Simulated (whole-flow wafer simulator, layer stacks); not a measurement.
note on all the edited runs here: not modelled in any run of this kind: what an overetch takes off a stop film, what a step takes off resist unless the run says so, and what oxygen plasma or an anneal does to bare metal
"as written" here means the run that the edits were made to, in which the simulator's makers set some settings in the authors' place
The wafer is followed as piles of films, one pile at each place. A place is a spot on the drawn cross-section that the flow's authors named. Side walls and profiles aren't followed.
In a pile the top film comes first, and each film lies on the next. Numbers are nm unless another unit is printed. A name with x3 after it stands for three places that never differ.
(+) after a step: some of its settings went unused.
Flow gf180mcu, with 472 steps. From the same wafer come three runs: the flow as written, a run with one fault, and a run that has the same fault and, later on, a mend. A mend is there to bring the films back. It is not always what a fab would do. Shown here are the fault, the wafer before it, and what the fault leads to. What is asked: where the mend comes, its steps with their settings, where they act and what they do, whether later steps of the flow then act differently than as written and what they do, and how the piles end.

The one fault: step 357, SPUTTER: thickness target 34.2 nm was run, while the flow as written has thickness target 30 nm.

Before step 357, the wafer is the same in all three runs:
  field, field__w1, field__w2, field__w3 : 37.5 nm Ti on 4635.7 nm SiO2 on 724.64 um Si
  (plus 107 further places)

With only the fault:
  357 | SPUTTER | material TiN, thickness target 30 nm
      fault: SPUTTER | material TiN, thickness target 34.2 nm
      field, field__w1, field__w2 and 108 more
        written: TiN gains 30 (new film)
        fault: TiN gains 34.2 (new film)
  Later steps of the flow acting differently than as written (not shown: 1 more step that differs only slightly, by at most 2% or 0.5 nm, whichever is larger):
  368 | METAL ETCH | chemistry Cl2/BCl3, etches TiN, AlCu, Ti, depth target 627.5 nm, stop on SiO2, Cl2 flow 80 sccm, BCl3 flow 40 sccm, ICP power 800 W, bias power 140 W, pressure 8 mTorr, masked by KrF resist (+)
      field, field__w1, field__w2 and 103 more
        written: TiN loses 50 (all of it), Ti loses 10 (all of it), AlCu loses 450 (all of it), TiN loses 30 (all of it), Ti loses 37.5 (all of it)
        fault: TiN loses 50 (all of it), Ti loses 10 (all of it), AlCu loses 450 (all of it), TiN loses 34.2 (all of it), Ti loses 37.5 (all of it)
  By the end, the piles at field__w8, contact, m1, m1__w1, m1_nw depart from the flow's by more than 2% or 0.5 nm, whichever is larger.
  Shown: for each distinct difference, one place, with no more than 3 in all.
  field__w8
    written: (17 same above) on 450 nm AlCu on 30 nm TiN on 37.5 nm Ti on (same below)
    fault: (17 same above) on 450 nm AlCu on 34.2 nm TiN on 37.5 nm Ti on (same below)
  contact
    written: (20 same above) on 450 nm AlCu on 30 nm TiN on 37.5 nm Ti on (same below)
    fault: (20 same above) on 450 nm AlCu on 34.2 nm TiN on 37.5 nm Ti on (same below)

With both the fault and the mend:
  After step 357 comes the mend.
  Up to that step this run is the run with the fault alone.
  357a | METAL ETCH | chemistry Cl2/BCl3, etches TiN, AlCu, Ti, depth target 4.2 nm, Cl2 flow 80 sccm, BCl3 flow 40 sccm, ICP power 800 W, bias power 140 W, pressure 8 mTorr (the flow's step 260 again, with other settings)
      field, field__w1, field__w2 and 108 more
        TiN loses 4.2
  Every later step of the flow that is run acts as written at every place that is followed.
  The piles end the same as the flow's at every place that both follow.
